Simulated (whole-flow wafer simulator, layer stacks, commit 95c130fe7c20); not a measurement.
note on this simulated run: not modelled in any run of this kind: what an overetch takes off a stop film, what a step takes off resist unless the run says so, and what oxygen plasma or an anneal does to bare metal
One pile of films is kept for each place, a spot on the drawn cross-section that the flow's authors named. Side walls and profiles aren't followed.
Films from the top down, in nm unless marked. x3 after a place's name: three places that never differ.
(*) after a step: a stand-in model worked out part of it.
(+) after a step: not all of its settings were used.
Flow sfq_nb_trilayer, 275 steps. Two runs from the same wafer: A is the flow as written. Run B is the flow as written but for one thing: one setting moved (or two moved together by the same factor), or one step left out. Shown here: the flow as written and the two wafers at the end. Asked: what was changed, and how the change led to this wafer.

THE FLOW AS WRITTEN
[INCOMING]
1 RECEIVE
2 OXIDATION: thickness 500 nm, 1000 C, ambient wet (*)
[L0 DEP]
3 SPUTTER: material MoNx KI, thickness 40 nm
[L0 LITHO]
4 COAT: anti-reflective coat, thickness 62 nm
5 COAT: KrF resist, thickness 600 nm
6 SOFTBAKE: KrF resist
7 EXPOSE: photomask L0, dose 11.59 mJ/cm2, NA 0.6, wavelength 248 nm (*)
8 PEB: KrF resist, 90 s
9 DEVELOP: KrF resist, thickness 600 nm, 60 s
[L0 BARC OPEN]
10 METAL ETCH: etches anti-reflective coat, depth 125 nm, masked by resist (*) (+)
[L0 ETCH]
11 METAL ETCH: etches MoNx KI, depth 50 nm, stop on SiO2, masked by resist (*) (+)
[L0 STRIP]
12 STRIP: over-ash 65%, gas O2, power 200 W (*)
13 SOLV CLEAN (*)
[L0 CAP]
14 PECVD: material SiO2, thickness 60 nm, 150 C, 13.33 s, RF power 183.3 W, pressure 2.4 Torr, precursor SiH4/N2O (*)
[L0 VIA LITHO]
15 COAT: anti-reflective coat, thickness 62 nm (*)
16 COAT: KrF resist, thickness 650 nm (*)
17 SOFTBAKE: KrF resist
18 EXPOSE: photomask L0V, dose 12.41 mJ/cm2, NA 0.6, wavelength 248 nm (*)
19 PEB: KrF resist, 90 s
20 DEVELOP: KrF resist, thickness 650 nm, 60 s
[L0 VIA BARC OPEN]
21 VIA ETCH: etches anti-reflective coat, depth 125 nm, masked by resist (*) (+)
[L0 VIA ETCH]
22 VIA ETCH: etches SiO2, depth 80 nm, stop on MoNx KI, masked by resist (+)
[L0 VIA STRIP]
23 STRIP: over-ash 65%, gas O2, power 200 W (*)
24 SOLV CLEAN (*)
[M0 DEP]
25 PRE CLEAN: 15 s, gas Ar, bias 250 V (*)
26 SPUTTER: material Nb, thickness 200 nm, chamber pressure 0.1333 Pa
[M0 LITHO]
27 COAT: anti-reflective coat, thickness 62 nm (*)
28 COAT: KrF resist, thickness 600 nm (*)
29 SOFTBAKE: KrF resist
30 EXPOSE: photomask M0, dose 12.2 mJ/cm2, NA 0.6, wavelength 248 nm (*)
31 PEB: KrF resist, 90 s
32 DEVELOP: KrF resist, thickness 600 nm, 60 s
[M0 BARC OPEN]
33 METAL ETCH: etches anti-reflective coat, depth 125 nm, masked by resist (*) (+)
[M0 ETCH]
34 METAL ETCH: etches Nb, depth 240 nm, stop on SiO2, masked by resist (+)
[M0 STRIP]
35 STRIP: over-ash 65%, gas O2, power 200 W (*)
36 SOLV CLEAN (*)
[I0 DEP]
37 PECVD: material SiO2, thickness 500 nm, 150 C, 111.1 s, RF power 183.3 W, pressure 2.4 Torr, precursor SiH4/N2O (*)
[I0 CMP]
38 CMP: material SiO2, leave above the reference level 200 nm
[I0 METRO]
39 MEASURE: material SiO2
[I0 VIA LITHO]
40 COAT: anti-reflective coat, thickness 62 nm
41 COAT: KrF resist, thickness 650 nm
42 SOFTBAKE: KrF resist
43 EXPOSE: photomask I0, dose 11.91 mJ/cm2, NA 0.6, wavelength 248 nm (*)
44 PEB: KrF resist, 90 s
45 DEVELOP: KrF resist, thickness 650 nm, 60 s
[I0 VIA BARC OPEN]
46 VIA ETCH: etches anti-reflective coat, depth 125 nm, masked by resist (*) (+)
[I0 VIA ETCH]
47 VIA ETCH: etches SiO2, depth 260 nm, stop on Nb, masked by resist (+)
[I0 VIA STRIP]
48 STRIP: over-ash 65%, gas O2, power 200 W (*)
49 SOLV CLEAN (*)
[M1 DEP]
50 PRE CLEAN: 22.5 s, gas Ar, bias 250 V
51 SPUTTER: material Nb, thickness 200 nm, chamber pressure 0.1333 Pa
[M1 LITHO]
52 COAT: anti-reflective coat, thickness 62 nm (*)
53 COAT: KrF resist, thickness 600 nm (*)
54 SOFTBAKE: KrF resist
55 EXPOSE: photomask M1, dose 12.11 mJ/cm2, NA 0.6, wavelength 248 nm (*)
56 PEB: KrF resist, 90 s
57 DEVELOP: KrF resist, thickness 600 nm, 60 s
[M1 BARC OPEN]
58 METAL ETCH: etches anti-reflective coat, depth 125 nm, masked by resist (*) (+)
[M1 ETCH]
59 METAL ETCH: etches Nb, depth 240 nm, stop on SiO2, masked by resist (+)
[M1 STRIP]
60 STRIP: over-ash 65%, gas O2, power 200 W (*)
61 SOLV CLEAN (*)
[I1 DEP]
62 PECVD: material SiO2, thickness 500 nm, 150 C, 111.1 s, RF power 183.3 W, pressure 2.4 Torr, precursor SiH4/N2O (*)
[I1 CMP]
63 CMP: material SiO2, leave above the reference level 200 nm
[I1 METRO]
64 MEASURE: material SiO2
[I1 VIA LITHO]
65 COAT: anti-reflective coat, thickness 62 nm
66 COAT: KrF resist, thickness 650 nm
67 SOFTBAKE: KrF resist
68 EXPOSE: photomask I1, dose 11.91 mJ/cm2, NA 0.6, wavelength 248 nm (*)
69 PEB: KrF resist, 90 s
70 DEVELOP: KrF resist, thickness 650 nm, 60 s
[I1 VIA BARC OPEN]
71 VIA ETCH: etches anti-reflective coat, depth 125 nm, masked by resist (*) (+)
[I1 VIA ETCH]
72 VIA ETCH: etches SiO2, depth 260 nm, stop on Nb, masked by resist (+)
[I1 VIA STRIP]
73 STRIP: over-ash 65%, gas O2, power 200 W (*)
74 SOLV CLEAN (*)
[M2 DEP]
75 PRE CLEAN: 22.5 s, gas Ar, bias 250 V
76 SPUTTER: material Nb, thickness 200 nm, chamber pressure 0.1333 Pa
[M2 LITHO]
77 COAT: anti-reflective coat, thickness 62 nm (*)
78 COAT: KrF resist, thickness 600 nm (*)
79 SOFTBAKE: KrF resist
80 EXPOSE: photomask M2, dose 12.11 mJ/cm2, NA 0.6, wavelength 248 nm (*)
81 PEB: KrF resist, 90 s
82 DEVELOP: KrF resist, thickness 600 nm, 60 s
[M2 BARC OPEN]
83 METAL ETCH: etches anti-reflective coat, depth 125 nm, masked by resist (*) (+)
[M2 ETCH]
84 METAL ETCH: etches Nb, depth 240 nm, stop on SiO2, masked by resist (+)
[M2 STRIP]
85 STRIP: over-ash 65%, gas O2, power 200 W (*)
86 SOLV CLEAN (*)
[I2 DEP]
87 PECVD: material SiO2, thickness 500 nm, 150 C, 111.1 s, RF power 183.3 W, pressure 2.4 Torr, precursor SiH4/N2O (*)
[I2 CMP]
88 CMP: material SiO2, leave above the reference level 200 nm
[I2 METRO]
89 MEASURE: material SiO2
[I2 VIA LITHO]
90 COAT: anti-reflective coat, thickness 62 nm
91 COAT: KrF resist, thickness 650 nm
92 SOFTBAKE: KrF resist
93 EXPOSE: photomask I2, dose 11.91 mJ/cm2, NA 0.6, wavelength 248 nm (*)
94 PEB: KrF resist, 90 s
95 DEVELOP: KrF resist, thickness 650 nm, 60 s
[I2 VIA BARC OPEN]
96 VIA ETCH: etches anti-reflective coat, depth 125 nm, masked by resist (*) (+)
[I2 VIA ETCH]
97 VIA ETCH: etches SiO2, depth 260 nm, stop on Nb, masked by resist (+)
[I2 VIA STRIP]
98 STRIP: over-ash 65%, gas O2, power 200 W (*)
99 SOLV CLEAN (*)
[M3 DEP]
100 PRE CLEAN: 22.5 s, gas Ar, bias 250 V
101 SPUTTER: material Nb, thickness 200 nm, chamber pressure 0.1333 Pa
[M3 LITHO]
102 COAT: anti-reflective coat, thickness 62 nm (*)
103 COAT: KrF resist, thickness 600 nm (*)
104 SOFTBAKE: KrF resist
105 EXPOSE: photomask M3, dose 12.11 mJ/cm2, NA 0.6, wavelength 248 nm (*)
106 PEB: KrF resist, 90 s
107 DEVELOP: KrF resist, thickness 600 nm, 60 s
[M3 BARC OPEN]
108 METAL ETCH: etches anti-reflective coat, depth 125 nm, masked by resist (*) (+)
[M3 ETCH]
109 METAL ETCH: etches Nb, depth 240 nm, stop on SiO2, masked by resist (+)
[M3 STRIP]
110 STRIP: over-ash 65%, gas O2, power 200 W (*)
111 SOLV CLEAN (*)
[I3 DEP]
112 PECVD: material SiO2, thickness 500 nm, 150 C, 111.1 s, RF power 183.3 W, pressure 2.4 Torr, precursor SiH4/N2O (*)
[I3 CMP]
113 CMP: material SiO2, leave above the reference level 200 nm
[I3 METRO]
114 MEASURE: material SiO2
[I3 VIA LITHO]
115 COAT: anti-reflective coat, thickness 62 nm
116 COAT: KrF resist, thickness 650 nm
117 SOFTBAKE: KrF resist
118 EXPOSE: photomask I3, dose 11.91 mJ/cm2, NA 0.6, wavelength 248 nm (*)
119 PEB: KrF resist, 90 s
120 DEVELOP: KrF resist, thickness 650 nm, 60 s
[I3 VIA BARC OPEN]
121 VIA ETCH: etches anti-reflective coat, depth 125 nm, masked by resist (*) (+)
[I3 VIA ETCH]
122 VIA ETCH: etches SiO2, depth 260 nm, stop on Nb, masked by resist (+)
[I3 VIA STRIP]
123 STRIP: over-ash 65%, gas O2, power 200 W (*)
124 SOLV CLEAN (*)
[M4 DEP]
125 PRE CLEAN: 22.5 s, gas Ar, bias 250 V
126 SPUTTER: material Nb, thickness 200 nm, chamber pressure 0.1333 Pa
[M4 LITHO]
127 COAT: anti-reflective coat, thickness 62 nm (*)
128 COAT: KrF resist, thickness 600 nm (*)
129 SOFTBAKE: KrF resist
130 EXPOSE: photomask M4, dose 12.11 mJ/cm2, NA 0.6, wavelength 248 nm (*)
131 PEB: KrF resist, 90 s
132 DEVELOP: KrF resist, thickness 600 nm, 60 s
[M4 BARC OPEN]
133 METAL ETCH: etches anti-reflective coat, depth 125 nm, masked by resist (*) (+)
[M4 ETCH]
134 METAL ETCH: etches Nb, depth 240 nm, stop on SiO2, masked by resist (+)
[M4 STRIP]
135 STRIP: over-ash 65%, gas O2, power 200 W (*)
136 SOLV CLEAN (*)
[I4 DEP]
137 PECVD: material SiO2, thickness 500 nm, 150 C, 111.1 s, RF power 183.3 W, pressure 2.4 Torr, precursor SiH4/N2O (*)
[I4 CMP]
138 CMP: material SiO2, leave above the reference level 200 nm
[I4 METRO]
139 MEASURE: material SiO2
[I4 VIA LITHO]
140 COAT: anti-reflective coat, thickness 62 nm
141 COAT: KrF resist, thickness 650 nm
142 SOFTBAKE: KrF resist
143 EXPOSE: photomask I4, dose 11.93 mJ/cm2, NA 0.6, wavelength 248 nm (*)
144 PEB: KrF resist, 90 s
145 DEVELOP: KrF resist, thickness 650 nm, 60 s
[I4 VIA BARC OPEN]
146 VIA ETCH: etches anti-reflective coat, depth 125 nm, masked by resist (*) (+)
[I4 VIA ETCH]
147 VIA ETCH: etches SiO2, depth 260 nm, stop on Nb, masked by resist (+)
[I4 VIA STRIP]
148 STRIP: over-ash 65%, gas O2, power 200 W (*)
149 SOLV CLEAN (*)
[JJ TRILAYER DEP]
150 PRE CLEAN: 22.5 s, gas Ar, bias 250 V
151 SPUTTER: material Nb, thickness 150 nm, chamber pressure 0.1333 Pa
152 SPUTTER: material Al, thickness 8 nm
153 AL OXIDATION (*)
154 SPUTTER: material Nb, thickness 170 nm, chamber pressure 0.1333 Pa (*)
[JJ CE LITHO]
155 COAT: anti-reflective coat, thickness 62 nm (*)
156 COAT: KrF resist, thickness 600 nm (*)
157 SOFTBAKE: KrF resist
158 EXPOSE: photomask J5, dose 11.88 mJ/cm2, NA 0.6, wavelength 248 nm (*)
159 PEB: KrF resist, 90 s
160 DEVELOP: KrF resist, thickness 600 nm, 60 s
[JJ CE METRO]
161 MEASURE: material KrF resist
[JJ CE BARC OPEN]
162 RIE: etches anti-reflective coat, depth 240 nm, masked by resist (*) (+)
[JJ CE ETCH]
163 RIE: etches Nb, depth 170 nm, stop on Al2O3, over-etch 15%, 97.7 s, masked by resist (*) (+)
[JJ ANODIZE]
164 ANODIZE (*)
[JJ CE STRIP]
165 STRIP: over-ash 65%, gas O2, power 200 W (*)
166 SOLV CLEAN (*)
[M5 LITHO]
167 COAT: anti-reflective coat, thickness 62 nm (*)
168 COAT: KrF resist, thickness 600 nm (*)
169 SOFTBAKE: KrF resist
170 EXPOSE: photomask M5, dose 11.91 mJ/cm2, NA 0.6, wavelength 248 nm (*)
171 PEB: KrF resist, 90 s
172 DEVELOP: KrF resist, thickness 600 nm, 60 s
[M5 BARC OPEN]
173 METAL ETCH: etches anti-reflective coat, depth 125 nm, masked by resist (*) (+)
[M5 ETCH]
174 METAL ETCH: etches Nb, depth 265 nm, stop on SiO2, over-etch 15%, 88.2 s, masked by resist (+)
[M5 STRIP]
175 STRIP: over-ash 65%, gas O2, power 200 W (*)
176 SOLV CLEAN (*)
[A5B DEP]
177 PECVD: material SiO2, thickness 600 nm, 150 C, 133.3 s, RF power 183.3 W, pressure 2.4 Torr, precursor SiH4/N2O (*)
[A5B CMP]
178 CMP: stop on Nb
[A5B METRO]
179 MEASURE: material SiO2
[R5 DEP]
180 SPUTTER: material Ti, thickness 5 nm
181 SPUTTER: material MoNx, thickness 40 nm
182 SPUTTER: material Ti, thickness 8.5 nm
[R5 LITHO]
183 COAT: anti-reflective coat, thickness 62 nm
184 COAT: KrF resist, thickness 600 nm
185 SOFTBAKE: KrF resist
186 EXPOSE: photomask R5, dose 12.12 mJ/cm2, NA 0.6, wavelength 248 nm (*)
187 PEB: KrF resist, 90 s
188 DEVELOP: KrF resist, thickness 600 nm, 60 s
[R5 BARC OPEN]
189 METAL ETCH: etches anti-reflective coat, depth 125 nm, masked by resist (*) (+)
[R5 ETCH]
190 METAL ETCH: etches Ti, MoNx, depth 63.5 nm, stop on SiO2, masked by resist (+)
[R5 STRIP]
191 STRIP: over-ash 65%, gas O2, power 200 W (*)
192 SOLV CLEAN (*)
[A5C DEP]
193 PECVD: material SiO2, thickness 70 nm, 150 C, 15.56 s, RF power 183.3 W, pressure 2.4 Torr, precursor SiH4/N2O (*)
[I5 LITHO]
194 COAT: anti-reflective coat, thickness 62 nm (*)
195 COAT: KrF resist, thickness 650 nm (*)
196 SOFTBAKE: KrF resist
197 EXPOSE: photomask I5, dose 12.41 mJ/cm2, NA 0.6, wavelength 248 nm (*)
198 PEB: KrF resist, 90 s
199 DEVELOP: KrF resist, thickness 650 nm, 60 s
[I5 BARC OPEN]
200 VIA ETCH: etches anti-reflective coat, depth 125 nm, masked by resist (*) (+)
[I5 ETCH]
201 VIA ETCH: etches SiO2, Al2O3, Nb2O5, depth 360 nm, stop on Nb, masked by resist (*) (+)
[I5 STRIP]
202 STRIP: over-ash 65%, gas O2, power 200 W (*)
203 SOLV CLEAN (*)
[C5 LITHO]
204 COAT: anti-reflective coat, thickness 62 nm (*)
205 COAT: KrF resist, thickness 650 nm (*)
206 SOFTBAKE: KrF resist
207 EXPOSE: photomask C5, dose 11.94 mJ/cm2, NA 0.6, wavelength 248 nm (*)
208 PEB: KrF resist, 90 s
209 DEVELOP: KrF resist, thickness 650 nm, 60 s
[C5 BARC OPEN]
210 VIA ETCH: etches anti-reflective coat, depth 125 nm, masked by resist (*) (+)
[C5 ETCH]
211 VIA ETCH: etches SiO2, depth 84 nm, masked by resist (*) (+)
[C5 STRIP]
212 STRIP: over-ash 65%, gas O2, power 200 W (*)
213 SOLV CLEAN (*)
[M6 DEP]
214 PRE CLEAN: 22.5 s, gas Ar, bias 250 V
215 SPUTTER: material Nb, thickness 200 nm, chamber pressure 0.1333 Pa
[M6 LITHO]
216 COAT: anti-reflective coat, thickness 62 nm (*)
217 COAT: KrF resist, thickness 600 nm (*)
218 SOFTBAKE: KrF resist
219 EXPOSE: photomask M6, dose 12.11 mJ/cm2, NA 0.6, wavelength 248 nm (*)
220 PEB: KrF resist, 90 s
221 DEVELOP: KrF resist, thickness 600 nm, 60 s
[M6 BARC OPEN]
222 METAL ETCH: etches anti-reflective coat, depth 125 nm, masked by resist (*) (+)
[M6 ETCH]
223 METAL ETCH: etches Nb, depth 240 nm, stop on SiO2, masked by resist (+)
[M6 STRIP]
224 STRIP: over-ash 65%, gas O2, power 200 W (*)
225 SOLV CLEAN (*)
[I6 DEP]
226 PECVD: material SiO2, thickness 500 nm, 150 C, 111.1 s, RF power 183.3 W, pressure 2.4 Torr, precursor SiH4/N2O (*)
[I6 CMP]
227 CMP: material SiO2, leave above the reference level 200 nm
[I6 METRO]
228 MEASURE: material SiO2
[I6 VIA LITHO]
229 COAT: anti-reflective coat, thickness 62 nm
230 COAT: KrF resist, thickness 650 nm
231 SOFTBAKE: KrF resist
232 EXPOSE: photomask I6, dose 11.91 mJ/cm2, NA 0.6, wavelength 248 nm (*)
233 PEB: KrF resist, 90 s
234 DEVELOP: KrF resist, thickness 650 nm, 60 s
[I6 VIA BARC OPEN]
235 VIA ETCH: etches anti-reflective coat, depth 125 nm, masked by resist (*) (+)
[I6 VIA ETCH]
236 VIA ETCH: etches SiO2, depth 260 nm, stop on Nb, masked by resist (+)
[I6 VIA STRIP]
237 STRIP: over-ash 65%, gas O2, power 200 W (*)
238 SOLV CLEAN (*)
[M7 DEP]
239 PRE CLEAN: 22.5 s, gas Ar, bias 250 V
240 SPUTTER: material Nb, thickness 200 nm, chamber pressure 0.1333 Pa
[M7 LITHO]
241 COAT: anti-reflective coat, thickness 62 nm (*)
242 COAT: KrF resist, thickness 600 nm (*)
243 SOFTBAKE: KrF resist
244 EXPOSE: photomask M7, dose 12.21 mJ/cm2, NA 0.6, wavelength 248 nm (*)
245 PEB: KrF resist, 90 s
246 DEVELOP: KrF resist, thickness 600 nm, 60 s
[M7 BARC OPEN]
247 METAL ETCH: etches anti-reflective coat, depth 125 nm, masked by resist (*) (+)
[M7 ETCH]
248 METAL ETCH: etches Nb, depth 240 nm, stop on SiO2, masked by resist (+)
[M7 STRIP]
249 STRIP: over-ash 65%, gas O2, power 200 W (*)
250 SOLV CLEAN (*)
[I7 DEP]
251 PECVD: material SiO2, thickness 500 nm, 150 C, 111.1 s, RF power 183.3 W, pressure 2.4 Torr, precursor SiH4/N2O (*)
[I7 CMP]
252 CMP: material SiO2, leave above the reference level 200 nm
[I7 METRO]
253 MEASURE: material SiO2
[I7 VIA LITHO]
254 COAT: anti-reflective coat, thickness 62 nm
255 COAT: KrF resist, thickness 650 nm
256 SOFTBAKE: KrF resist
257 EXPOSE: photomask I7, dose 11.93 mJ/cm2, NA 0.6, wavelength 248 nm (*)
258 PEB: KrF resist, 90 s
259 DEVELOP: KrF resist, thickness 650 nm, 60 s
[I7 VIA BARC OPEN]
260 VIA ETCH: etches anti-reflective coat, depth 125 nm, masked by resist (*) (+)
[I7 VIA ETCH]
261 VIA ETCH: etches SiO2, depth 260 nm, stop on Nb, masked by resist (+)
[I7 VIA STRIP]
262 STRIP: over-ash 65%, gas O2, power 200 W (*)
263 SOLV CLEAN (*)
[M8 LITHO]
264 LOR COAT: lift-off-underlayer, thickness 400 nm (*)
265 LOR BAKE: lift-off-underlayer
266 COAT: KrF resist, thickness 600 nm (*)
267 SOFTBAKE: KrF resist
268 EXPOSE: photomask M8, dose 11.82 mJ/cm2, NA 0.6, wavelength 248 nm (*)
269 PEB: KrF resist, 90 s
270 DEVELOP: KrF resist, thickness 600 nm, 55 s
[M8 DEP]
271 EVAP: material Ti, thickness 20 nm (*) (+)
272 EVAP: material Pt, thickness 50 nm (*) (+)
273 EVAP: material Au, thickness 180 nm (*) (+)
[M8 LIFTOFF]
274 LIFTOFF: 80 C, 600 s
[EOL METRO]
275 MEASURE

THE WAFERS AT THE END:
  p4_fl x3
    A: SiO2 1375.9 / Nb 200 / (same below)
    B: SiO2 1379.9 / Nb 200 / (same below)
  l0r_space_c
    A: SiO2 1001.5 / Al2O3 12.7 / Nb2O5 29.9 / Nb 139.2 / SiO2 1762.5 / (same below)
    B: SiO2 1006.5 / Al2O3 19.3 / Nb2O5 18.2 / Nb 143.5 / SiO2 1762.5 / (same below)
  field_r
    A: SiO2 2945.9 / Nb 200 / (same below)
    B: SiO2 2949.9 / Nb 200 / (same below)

The cause: step 152, SPUTTER: thickness 12 nm was run, where the flow has thickness 8 nm.

How the change led to this, step by step:
  152 SPUTTER: material Al, thickness 8 nm
      field_l, v_sur, via_sp and 100 more: A Al +8 (new film) | B Al +12 (new film)
      via_wl, via_wr: A Al +5.14 (new film) | B Al +7.71 (new film)
      (and at 1 more place)
  164 ANODIZE (*)
      field_l, v_sur, via_sp and 96 more: A Al2O3 +12.2, Nb2O5 +29.9 (new film), Al -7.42 (all of it), Nb -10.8 | B Al2O3 +18.8, Nb2O5 +18.2 (new film), Al -11.4 (all of it), Nb -6.53
      via_wl, via_wr: A Al2O3 +7.52 (new film), Nb2O5 +39.2 (new film), Al -4.56 (all of it), Nb -14.1 | B Al2O3 +11.8 (new film), Nb2O5 +31.6 (new film), Al -7.13 (all of it), Nb -11.4
      (and at 1 more place)
  167 COAT: anti-reflective coat, thickness 62 nm (*)
      ce_l: A anti-reflective coat +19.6 (new film) | B anti-reflective coat +18.4 (new film)
      ce_r: A anti-reflective coat +19.7 (new film) | B anti-reflective coat +18.4 (new film)
  174 METAL ETCH: etches Nb, depth 265 nm, stop on SiO2, over-etch 15%, 88.2 s, masked by resist (+)
      field_l, r_sur, res and 50 more: A Al2O3 -12.6 (all of it), Nb2O5 -29.9 (all of it), Nb -139.2 (all of it), SiO2 -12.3 | B Al2O3 -19.2 (all of it), Nb2O5 -18.2 (all of it), Nb -143.5 (all of it), SiO2 -12.4
  175 STRIP: over-ash 65%, gas O2, power 200 W (*)
      ce_l: A KrF resist -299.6 (all of it), anti-reflective coat -19.6 (all of it) | B KrF resist -297.2 (all of it), anti-reflective coat -18.4 (all of it)
      ce_r: A KrF resist -299.9 (all of it), anti-reflective coat -19.7 (all of it) | B KrF resist -297.4 (all of it), anti-reflective coat -18.4 (all of it)
  178 CMP: stop on Nb
      via_w: A SiO2 -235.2 | B SiO2 -230.3
  201 VIA ETCH: etches SiO2, Al2O3, Nb2O5, depth 360 nm, stop on Nb, masked by resist (*) (+)
      be: A SiO2 -216.4 (all of it), Al2O3 -12.7 (all of it), Nb2O5 -29.9 (all of it) | B SiO2 -221.3 (all of it), Al2O3 -19.3 (all of it), Nb2O5 -18.2 (all of it)
